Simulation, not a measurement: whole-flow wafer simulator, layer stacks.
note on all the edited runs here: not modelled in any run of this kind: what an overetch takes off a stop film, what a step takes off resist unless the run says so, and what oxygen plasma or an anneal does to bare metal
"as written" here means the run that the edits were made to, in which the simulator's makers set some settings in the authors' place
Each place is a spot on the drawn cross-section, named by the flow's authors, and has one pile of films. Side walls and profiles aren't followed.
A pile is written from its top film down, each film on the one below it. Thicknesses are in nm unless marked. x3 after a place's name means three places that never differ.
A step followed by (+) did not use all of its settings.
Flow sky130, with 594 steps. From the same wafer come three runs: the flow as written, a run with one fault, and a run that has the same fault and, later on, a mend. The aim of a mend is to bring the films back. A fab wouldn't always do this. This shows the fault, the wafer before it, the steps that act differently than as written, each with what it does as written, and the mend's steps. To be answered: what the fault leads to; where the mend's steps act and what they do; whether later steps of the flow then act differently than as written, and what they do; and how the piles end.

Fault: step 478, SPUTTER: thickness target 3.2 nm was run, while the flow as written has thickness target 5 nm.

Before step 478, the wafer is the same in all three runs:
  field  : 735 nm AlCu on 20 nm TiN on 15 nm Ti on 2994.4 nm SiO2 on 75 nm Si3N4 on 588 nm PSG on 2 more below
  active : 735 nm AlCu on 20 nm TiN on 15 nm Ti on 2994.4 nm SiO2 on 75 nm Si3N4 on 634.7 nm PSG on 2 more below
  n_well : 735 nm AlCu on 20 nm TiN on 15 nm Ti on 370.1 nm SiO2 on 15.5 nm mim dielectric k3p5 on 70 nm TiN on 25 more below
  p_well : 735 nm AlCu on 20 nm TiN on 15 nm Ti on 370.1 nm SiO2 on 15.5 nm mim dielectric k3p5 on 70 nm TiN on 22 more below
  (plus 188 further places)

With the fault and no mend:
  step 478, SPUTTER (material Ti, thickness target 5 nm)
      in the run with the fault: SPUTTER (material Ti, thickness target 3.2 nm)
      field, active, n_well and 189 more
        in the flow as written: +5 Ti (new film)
        in the run with the fault: +3.2 Ti (new film)
  Steps later in the flow that act otherwise than as written (16 other steps are not shown; they differ only slightly, by no more than 2% or 0.5 nm, whichever is larger):
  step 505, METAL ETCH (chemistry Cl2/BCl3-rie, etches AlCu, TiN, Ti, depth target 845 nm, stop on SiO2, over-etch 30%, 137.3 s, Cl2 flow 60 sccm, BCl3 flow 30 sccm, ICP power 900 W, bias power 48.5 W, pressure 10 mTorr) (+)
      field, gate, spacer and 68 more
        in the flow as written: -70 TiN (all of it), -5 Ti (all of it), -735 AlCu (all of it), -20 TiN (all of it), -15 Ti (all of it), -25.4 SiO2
        in the run with the fault: -70 TiN (all of it), -3.2 Ti (all of it), -735 AlCu (all of it), -20 TiN (all of it), -15 Ti (all of it), -25.5 SiO2
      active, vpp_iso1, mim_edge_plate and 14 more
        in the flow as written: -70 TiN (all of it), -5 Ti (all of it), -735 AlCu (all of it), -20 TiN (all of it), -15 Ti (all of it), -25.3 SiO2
        in the run with the fault: -70 TiN (all of it), -3.2 Ti (all of it), -735 AlCu (all of it), -20 TiN (all of it), -15 Ti (all of it), -25.5 SiO2
  By the end, the piles at n_well, p_well, gate_hv and 102 more depart from the flow's by more than 2% or 0.5 nm, whichever is larger.
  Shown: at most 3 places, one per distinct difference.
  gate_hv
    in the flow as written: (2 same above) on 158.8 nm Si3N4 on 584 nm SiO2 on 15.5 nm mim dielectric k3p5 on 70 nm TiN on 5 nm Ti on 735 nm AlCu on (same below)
    in the run with the fault: (2 same above) on 158.8 nm Si3N4 on 585.8 nm SiO2 on 15.5 nm mim dielectric k3p5 on 70 nm TiN on 3.2 nm Ti on 735 nm AlCu on (same below)
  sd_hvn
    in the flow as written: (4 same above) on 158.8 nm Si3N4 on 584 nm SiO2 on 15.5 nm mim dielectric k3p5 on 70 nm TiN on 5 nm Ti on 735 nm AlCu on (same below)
    in the run with the fault: (4 same above) on 158.8 nm Si3N4 on 585.8 nm SiO2 on 15.5 nm mim dielectric k3p5 on 70 nm TiN on 3.2 nm Ti on 735 nm AlCu on (same below)
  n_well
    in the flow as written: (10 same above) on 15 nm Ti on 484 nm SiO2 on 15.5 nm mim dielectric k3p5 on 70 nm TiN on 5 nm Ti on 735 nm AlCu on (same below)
    in the run with the fault: (10 same above) on 15 nm Ti on 485.8 nm SiO2 on 15.5 nm mim dielectric k3p5 on 70 nm TiN on 3.2 nm Ti on 735 nm AlCu on (same below)

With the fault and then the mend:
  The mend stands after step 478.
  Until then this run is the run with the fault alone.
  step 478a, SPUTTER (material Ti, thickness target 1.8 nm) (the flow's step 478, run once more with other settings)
      field, active, n_well and 189 more
        +1.8 Ti
  Later steps of the flow that are run all act as written at every place that is followed.
  The piles end the same as the flow's at every place that both follow.
